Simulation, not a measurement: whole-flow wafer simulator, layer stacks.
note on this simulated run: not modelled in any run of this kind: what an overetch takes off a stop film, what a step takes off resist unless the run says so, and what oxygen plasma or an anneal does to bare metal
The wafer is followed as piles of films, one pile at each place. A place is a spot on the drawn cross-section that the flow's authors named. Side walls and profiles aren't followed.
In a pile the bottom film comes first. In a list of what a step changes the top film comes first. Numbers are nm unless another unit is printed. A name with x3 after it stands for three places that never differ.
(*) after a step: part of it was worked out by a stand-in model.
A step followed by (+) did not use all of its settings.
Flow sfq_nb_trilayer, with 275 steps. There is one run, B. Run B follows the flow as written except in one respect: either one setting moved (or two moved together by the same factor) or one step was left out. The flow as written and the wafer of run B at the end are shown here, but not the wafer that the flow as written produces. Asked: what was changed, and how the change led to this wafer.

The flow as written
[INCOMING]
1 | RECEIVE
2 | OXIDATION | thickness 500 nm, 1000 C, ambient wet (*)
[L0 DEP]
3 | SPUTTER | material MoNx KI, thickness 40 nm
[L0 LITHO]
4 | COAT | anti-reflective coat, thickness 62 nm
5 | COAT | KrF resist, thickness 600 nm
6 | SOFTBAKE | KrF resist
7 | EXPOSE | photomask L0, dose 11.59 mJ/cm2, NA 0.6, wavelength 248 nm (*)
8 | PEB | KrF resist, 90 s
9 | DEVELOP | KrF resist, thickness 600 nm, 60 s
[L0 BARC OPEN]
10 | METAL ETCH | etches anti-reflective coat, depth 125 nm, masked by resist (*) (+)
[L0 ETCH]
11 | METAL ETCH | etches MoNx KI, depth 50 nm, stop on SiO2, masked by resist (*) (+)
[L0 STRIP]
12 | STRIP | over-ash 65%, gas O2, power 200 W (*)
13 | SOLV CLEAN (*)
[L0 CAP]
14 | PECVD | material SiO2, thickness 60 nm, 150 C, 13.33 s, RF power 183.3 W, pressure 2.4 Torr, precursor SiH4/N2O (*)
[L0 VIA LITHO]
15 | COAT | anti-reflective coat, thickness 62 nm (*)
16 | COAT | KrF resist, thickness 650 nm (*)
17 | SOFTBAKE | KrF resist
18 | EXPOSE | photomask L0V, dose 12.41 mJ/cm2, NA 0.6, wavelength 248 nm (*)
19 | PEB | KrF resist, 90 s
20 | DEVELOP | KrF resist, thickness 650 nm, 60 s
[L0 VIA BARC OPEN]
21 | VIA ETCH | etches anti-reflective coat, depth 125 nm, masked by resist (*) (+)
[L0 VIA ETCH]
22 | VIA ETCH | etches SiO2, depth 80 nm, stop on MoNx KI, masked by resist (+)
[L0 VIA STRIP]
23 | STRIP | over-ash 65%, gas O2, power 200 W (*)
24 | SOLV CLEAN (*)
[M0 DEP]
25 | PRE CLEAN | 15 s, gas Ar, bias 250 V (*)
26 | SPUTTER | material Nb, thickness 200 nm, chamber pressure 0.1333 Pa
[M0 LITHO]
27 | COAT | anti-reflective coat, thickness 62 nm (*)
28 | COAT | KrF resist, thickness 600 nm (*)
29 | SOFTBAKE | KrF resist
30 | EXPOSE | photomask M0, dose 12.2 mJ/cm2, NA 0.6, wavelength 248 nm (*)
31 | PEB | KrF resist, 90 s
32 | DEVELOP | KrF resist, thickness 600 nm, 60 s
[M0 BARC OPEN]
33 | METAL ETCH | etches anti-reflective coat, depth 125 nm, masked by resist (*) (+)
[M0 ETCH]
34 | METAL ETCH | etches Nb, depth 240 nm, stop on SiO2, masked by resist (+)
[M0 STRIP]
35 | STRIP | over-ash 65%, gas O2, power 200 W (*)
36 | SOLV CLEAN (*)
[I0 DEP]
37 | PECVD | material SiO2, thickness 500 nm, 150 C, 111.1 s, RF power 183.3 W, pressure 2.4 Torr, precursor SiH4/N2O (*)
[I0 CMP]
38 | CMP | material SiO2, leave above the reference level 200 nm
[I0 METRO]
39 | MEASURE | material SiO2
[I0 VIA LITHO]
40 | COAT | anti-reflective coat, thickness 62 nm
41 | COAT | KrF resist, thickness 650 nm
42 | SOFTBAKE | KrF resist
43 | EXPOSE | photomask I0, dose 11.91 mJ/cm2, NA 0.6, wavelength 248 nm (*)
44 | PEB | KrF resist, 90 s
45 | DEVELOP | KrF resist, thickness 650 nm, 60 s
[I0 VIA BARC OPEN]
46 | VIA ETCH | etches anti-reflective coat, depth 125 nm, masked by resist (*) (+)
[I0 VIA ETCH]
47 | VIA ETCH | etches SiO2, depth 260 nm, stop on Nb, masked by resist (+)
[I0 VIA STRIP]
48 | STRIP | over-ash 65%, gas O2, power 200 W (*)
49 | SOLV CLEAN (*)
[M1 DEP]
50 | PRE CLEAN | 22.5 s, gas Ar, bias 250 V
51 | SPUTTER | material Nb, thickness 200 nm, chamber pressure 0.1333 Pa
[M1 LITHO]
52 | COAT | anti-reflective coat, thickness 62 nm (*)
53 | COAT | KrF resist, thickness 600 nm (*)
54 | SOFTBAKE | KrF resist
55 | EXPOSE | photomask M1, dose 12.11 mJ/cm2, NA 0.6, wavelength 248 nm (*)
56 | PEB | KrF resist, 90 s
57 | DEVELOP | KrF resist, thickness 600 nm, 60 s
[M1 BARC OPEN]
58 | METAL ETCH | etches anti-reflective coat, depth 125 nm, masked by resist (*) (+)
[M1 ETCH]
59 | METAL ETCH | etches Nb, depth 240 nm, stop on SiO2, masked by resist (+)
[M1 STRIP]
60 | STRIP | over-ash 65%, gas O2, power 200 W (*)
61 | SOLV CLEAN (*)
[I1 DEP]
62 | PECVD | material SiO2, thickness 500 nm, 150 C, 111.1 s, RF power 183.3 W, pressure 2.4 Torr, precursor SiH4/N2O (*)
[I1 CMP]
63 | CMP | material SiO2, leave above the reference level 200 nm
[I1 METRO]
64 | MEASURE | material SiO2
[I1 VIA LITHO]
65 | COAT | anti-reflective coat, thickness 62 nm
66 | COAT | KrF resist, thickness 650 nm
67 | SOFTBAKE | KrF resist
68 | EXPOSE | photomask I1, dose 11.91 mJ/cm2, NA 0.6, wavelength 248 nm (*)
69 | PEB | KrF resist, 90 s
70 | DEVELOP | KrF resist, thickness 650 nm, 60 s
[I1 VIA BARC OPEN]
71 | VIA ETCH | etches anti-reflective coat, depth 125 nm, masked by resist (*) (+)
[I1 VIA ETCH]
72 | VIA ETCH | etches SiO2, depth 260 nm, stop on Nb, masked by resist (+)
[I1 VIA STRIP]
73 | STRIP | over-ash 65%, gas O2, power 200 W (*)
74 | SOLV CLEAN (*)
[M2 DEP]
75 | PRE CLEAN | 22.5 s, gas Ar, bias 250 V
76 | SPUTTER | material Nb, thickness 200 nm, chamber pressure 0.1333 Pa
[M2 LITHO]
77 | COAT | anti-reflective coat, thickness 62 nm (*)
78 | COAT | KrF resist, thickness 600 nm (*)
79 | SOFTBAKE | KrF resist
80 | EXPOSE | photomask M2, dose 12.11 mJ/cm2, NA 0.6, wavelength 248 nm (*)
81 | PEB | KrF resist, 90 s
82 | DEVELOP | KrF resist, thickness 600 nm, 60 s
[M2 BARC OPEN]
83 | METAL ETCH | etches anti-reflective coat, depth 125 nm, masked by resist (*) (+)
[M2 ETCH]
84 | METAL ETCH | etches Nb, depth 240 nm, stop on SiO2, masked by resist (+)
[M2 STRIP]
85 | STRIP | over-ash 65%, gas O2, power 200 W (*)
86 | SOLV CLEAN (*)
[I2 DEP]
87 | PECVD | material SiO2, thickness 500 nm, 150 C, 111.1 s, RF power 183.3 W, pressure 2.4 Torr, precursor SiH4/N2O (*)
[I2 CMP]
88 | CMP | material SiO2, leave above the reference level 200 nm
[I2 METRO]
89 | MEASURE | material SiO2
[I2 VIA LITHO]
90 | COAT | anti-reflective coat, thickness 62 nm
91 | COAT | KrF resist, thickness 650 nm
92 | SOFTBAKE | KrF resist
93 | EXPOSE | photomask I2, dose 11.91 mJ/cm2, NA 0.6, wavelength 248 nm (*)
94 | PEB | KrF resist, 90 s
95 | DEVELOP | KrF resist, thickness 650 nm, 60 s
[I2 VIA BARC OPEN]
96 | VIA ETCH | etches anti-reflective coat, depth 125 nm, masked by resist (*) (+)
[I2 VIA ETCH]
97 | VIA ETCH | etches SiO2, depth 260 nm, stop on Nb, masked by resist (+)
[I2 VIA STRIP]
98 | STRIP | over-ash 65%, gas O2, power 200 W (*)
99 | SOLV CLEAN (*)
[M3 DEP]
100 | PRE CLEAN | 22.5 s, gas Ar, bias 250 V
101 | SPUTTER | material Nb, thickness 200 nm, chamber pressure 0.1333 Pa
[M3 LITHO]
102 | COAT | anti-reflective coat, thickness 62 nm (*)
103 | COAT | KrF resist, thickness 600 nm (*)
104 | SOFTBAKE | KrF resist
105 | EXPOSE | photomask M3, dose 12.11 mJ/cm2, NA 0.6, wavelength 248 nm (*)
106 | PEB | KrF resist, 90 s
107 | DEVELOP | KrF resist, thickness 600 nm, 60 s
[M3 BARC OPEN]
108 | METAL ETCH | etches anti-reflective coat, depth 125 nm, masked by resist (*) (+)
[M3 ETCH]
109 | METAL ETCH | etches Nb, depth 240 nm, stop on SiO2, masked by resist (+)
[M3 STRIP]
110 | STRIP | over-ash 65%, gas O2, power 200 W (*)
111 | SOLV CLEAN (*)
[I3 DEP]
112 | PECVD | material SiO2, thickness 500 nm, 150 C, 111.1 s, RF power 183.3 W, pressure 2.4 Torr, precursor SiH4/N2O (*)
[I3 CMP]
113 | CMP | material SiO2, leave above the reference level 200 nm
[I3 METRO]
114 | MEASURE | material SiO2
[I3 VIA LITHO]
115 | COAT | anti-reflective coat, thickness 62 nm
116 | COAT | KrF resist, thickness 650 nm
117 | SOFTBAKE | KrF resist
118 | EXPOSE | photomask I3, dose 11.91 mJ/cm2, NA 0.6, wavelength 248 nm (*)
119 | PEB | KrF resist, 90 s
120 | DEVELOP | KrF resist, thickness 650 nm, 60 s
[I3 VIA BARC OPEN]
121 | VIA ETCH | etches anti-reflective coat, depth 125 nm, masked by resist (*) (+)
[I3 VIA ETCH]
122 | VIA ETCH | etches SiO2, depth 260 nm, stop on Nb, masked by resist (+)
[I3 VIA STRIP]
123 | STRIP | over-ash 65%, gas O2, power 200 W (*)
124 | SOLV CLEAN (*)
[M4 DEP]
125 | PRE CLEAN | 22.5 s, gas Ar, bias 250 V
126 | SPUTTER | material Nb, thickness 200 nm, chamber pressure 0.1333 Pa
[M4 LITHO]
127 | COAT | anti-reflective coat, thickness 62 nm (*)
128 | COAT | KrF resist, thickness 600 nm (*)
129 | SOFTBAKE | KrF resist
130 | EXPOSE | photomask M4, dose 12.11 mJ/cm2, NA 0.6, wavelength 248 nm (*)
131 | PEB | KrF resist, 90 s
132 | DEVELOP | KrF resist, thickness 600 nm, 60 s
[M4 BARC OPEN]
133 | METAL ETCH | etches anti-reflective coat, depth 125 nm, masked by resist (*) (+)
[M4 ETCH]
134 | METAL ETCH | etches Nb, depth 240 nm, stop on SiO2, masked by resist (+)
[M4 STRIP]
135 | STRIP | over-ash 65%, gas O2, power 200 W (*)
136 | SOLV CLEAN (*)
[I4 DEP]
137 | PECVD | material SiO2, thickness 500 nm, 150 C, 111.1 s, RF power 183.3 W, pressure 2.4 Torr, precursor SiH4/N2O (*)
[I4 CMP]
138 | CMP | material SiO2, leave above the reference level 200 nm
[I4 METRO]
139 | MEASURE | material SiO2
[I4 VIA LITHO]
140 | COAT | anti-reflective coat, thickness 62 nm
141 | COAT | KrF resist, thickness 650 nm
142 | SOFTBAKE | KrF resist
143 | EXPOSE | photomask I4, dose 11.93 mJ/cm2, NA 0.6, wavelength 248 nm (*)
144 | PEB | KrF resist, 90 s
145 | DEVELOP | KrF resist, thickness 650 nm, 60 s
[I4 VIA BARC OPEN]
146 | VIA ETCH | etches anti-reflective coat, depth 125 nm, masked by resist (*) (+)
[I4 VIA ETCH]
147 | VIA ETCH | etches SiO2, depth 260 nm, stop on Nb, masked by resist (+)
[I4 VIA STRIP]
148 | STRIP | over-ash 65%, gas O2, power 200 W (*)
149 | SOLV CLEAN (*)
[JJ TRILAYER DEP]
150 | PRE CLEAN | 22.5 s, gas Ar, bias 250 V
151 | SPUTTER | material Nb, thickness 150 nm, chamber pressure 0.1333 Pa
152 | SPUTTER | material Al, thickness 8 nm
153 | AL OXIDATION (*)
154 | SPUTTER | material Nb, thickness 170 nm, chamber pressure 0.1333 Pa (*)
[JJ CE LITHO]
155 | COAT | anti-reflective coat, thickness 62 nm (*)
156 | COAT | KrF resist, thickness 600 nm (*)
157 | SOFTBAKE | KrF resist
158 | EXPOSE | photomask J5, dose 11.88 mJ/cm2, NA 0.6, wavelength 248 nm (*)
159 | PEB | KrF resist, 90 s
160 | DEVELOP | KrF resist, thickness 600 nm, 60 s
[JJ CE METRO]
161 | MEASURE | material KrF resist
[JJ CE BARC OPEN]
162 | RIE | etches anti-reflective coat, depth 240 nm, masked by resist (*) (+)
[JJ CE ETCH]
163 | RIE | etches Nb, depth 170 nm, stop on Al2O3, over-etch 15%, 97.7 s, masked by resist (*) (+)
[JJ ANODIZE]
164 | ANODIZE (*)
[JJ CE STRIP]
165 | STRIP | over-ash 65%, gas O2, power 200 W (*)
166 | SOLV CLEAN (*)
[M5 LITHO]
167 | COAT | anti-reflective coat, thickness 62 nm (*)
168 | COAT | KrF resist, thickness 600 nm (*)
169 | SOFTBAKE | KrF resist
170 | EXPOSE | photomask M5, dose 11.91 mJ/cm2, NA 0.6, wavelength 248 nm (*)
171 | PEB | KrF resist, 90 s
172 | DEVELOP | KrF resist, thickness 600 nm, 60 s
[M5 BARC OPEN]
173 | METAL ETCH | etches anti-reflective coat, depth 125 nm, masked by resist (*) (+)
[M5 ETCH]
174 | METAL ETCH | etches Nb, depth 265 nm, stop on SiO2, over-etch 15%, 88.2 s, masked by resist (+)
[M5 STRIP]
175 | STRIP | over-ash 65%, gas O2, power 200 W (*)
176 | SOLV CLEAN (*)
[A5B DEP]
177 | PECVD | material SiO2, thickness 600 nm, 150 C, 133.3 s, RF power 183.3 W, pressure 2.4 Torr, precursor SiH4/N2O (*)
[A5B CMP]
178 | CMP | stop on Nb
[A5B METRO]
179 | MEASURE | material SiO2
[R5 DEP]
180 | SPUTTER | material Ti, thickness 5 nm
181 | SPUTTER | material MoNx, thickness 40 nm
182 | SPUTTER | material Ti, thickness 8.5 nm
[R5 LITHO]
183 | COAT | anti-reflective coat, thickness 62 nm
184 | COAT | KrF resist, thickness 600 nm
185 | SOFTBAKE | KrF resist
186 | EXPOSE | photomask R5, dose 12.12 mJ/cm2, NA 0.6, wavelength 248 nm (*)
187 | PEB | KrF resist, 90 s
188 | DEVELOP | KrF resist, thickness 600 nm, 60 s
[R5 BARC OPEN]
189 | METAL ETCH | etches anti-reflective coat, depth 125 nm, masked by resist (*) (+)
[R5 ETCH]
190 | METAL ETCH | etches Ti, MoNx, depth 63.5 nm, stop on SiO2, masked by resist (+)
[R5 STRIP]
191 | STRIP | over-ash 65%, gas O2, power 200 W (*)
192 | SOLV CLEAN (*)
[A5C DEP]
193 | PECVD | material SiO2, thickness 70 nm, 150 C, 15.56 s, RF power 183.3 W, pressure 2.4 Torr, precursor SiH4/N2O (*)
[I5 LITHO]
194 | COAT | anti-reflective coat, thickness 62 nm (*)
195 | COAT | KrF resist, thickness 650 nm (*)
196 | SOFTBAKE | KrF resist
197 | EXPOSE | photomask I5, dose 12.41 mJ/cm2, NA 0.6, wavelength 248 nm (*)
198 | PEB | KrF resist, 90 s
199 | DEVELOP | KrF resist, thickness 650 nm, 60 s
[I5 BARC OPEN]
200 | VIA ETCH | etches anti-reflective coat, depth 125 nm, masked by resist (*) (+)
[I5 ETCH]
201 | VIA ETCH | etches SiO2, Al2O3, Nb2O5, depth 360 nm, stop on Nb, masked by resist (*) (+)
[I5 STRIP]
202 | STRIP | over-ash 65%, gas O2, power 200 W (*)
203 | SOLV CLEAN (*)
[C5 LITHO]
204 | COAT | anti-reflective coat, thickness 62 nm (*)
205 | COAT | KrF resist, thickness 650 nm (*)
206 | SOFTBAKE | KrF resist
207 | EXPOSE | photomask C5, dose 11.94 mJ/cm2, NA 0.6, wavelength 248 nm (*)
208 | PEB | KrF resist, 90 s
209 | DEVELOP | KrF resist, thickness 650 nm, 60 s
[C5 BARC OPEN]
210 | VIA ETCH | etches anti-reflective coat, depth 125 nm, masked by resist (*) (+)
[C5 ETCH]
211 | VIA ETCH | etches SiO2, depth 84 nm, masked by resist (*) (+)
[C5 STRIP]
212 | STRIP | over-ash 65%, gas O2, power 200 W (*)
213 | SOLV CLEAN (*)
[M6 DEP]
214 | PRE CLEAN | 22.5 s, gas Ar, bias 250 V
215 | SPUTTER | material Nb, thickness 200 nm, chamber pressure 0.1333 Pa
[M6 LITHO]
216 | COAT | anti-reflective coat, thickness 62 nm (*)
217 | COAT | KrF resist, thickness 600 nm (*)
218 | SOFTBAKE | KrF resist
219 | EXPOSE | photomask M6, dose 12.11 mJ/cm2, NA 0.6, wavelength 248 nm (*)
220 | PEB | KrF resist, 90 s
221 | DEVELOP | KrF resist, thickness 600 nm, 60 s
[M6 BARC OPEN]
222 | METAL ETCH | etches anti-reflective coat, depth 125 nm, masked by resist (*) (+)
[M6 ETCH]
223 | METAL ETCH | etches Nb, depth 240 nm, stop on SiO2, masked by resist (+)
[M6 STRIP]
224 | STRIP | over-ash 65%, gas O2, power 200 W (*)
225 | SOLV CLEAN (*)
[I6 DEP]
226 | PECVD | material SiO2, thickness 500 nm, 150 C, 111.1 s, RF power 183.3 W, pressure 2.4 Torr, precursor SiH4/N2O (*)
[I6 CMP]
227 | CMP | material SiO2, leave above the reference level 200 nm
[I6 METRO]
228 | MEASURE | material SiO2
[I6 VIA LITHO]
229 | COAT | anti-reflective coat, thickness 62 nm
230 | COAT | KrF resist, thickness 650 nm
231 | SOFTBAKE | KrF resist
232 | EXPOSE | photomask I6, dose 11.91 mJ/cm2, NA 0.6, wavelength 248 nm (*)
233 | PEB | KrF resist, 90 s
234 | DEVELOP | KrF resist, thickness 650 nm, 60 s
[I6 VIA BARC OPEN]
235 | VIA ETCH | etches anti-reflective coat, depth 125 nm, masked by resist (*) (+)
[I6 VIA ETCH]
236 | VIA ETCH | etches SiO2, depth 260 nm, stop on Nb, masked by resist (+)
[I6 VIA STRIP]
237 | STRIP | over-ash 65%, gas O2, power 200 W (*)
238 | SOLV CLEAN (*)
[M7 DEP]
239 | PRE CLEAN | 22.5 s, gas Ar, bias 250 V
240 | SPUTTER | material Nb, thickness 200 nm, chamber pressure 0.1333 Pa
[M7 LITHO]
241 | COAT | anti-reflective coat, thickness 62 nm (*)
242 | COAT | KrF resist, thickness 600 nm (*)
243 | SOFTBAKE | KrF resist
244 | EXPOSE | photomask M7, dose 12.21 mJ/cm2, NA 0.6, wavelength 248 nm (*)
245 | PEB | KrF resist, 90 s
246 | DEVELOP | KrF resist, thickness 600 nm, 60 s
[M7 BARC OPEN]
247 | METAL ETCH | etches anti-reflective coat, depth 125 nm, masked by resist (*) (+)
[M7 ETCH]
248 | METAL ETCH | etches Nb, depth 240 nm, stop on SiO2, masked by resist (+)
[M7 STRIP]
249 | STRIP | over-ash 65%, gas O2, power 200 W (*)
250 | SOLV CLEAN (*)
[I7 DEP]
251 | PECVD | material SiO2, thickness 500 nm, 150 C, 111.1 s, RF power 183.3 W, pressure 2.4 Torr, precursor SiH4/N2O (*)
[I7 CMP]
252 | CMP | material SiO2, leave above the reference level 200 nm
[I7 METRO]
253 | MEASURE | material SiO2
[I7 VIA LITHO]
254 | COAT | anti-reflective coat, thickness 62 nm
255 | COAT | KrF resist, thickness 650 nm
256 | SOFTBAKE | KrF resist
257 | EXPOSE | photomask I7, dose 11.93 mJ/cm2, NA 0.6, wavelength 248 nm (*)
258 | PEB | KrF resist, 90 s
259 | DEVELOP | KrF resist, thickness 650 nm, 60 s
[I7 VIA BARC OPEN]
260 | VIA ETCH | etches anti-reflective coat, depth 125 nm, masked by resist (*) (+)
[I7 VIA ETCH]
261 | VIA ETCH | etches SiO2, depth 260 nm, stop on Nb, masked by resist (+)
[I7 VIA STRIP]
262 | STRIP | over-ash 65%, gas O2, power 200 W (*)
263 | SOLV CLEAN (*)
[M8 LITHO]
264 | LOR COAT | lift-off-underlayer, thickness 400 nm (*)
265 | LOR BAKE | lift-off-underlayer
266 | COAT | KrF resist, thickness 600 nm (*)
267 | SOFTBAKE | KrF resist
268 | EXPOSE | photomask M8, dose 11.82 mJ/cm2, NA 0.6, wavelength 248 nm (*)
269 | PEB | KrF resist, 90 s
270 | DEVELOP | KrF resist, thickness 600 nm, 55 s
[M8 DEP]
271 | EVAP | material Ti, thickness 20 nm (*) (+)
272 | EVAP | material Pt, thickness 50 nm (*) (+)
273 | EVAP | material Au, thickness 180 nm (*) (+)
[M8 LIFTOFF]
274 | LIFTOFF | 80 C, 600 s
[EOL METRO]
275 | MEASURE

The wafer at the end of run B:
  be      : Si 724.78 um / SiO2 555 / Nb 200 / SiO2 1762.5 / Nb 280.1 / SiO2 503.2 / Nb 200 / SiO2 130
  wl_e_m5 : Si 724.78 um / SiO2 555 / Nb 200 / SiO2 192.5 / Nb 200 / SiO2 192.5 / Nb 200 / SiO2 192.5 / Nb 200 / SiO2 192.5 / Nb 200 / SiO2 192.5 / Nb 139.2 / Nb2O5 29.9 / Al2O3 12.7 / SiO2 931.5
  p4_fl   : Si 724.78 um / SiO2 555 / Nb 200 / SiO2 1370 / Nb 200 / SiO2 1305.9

The reason: step 252, CMP: leave above the reference level 130 nm was run, though the flow has leave above the reference level 200 nm.
The wafer itself shows it: be has SiO2 130, and step 252 as written asks for 200 nm.

How this came from the change, step by step:
  252 | CMP | material SiO2, leave above the reference level 200 nm
      field_l, p4_fl, p4_fm and 56 more: -170 SiO2 (in the flow as written it would be: -100 SiO2)
      v_sur, via_wl, via_w and 37 more: -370 SiO2 (in the flow as written it would be: -300 SiO2)
      (as well as at 7 more places)
  261 | VIA ETCH | etches SiO2, depth 260 nm, stop on Nb, masked by resist (+)
      field_l, v_sur, via_sp and 100 more: -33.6 KrF resist (in the flow as written it would be: -44.8 KrF resist)
      via_wl, via_w, via_wr: -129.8 SiO2 (all of it) (in the flow as written it would be: -199.8 SiO2 (all of it))
  262 | STRIP | over-ash 65%, gas O2, power 200 W (*)
      field_l, v_sur, via_sp and 100 more: -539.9 KrF resist (all of it), -62 anti-reflective coat (all of it) (in the flow as written it would be: -528.6 KrF resist (all of it), -62 anti-reflective coat (all of it))
  264 | LOR COAT | lift-off-underlayer, thickness 400 nm (*)
      via_wl, via_wr: +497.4 lift-off-underlayer (new film) (in the flow as written it would be: +549.8 lift-off-underlayer (new film))
      v_sur: +380.1 lift-off-underlayer (new film) (in the flow as written it would be: +369.4 lift-off-underlayer (new film))
      (as well as at 2 more places)
  266 | COAT | KrF resist, thickness 600 nm (*)
      via_w: +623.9 KrF resist (new film) (in the flow as written it would be: +636.8 KrF resist (new film))
  270 | DEVELOP | KrF resist, thickness 600 nm, 55 s
      v_sur: -604.3 KrF resist (all of it), -380.1 lift-off-underlayer (all of it) (in the flow as written it would be: -607.3 KrF resist (all of it), -369.4 lift-off-underlayer (all of it))
      via_wl: -615.1 KrF resist (all of it), -497.4 lift-off-underlayer (all of it) (in the flow as written it would be: -623.9 KrF resist (all of it), -549.8 lift-off-underlayer (all of it))
      (as well as at 3 more places)
